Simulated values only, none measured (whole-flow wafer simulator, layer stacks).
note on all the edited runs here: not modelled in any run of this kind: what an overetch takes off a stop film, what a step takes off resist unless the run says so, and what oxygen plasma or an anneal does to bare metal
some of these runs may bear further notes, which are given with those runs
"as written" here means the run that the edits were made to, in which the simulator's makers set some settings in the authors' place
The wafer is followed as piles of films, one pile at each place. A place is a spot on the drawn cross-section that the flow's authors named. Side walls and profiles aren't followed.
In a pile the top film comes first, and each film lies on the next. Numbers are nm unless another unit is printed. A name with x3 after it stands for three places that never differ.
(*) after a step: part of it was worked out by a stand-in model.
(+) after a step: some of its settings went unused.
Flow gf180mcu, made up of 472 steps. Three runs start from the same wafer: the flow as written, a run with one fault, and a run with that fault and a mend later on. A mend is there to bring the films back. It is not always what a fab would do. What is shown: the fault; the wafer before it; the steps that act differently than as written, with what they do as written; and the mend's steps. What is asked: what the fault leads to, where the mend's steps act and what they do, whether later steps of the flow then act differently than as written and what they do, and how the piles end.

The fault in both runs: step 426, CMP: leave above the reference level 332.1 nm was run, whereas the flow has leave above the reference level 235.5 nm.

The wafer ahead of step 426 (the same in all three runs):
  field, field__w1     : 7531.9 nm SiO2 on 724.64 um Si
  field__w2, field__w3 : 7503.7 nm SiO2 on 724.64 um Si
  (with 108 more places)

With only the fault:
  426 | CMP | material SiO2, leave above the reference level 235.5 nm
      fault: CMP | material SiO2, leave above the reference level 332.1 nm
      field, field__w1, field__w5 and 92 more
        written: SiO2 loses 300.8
        fault: SiO2 loses 204.2
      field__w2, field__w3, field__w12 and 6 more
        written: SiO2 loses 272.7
        fault: SiO2 loses 176.1
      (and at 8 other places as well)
  Steps later in the flow that act otherwise than as written (not shown: 2 more steps that differ only slightly, by at most 2% or 0.5 nm, whichever is larger):
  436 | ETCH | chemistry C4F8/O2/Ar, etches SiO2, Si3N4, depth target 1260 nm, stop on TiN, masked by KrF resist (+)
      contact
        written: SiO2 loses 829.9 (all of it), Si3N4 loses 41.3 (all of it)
        fault: SiO2 loses 926.5 (all of it), Si3N4 loses 41.3 (all of it)
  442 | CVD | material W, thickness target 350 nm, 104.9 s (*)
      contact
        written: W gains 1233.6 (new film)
        fault: W gains 1330.9 (new film)
  At field__w4, field__w8, contact, m1, m1__w1, mim, mim_1p0, m1_nw, the piles at the end differ from the flow's by more than 2% or 0.5 nm, whichever is larger.
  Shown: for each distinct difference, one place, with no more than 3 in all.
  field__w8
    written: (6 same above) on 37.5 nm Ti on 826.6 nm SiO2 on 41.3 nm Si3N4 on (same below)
    fault: (6 same above) on 37.5 nm Ti on 923.2 nm SiO2 on 41.3 nm Si3N4 on (same below)
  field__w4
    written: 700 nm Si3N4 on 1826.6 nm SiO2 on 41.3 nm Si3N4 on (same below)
    fault: 700 nm Si3N4 on 1923.2 nm SiO2 on 41.3 nm Si3N4 on (same below)
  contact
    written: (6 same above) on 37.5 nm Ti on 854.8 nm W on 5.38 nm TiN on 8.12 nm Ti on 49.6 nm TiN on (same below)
    fault: (6 same above) on 37.5 nm Ti on 952.1 nm W on 5.09 nm TiN on 7.68 nm Ti on 49.6 nm TiN on (same below)

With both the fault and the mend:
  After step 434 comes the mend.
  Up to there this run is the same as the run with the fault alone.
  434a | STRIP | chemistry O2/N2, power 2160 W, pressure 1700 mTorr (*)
      field, field__w1, field__w2 and 108 more
        KrF resist loses 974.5 (all of it), anti-reflective coat loses 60 (all of it)
      contact
        anti-reflective coat loses 60 (all of it)
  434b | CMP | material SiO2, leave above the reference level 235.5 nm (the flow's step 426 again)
      field, field__w1, field__w2 and 109 more
        SiO2 loses 96.6
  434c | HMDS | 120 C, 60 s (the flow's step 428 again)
      alters no film at any place that is followed
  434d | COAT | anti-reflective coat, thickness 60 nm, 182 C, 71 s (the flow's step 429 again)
      field, field__w1, field__w2 and 109 more
        anti-reflective coat gains 60 (new film)
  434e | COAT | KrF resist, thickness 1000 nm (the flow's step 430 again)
      field, field__w1, field__w2 and 109 more
        KrF resist gains 1000 (new film)
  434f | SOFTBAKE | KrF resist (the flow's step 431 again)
      alters no film at any place that is followed
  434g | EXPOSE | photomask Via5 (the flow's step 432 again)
      alters no film at any place that is followed
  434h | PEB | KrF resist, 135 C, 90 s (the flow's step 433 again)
      field, field__w1, field__w2 and 109 more
        KrF resist loses 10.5
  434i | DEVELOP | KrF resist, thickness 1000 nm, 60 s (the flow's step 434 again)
      field, field__w1, field__w2 and 108 more
        KrF resist loses 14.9
      contact
        KrF resist loses 989.5 (all of it)
  None of the later steps of the flow acts differently than as written at any place that is followed.
  By the end, the piles equal the flow's at every place that both follow.
